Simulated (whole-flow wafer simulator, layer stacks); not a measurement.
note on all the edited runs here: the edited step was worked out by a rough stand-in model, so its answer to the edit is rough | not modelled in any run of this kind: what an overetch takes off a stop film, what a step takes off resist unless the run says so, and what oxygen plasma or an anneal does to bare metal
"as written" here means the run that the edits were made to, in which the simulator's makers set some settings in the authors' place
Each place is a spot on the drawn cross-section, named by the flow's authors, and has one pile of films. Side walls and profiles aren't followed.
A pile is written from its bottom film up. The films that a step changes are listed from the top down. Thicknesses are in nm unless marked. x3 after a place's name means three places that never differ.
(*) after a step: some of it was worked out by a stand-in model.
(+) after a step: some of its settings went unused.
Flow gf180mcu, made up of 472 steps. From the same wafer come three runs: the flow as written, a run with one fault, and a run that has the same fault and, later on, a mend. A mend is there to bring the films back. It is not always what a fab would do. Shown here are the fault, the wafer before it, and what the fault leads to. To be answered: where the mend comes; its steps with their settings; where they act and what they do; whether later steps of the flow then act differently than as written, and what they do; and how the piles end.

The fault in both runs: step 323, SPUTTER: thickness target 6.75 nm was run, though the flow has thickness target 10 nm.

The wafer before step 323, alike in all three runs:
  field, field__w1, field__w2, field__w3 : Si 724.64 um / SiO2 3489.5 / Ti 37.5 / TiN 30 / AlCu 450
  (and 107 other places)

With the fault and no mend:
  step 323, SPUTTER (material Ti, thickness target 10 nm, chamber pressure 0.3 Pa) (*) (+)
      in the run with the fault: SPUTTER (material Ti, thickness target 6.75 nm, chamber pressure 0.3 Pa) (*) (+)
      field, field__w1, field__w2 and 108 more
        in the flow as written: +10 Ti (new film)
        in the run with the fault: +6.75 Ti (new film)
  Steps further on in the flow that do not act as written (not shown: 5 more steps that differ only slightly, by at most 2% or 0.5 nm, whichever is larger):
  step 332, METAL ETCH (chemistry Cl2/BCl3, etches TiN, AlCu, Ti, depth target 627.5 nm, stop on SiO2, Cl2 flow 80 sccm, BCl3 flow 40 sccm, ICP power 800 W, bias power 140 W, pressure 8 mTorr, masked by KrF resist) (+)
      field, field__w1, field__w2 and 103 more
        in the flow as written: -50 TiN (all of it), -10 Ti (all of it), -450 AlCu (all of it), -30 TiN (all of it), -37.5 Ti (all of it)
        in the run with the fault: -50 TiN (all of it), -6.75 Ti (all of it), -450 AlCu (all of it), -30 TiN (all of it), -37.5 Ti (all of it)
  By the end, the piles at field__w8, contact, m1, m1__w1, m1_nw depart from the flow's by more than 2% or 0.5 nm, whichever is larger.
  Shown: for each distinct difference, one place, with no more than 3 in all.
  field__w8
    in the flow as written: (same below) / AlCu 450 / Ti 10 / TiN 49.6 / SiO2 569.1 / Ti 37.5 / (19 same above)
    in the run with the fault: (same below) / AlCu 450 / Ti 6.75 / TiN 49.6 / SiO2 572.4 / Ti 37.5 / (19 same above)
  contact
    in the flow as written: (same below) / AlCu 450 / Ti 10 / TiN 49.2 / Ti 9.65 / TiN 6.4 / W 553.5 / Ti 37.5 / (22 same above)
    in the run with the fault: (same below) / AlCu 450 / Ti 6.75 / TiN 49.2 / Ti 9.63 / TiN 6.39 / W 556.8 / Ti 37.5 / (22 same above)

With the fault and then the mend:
  After step 323 comes the mend.
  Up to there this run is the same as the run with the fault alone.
  step 323a, SPUTTER (material Ti, thickness target 3.25 nm, chamber pressure 0.3 Pa) (*) (+) (a further turn of the flow's step 323, with different settings)
      field, field__w1, field__w2 and 108 more
        +3.25 Ti
  Later steps of the flow that are run all act as written at every place that is followed.
  The piles end the same as the flow's at every place that both follow.
